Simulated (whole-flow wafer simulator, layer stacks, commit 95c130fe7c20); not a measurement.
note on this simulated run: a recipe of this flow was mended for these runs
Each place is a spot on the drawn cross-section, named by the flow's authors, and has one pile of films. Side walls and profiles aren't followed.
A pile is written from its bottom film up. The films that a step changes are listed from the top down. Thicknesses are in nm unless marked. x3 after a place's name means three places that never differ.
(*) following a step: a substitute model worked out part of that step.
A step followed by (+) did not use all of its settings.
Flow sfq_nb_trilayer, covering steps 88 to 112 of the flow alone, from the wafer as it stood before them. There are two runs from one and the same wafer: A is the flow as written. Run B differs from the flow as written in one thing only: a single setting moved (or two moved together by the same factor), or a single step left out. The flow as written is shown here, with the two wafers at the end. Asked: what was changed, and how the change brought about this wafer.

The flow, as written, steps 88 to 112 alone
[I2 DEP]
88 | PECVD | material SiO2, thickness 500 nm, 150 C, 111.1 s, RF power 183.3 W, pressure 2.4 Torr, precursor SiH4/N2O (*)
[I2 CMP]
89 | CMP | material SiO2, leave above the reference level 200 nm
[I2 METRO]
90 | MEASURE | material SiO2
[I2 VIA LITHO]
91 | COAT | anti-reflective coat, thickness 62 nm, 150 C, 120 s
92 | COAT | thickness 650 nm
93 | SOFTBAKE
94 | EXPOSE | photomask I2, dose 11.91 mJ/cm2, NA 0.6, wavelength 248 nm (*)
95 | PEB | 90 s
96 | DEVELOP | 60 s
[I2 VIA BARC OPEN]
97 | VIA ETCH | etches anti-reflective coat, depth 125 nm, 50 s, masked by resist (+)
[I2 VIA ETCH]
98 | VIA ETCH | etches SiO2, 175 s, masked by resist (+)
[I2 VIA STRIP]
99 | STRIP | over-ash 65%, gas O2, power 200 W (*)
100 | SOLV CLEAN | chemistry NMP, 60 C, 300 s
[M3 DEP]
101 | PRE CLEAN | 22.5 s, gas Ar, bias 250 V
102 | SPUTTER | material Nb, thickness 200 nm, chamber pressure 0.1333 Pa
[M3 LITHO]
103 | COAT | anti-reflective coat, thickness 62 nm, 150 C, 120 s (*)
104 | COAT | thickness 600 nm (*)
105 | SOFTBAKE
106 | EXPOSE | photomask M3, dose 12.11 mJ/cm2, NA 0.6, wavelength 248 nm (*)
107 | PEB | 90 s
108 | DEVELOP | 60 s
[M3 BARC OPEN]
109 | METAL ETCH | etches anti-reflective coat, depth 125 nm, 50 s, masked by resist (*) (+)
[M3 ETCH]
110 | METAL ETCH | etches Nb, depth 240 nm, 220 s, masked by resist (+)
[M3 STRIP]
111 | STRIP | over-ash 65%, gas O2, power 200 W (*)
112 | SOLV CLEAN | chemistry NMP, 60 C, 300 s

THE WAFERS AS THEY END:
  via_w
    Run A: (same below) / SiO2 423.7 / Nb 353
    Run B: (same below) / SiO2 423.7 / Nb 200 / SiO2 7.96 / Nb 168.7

Cause: step 98, VIA ETCH: 124 s was run, whereas the flow has 175 s.

How this came from the change, step by step:
  98 | VIA ETCH | etches SiO2, 175 s, masked by resist (+)
      via_w: A -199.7 SiO2 (all of it), -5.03 Nb | B -184.2 SiO2
      field_l, v_sur, via_wl and 102 more: A -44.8 KrF-resist-other-grade | B -31.8 KrF-resist-other-grade
  99 | STRIP | over-ash 65%, gas O2, power 200 W (*)
      field_l, v_sur, via_wl and 102 more: A -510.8 KrF-resist-other-grade (all of it), -62 anti-reflective coat (all of it) | B -523.9 KrF-resist-other-grade (all of it), -62 anti-reflective coat (all of it)
  101 | PRE CLEAN | 22.5 s, gas Ar, bias 250 V
      via_w: A -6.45 Nb | B -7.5 SiO2
  102 | SPUTTER | material Nb, thickness 200 nm, chamber pressure 0.1333 Pa
      via_w: A +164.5 Nb | B +168.7 Nb (new film)
  103 | COAT | anti-reflective coat, thickness 62 nm, 150 C, 120 s (*)
      via_wl, via_wr: A +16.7 anti-reflective coat (new film) | B +11.4 anti-reflective coat (new film)
      field_l: A +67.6 anti-reflective coat (new film) | B +65.7 anti-reflective coat (new film)
      (also at 3 further places)
  109 | METAL ETCH | etches anti-reflective coat, depth 125 nm, 50 s, masked by resist (*) (+)
      field_l: A -67.6 anti-reflective coat (all of it) | B -65.7 anti-reflective coat (all of it)
  111 | STRIP | over-ash 65%, gas O2, power 200 W (*)
      v_sur: A -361 KrF-resist-other-grade (all of it), -46 anti-reflective coat (all of it) | B -365.9 KrF-resist-other-grade (all of it), -39.2 anti-reflective coat (all of it)
      via_wl: A -381.1 KrF-resist-other-grade (all of it), -16.7 anti-reflective coat (all of it) | B -385 KrF-resist-other-grade (all of it), -11.4 anti-reflective coat (all of it)
      (also at 3 further places)
Taking metal films that touch as one body, via_w has 3 bodies (between them, from the top down: SiO2 7.96; SiO2 423.7); the flow as written gives 2 bodies (between them, from the top down: SiO2 423.7).
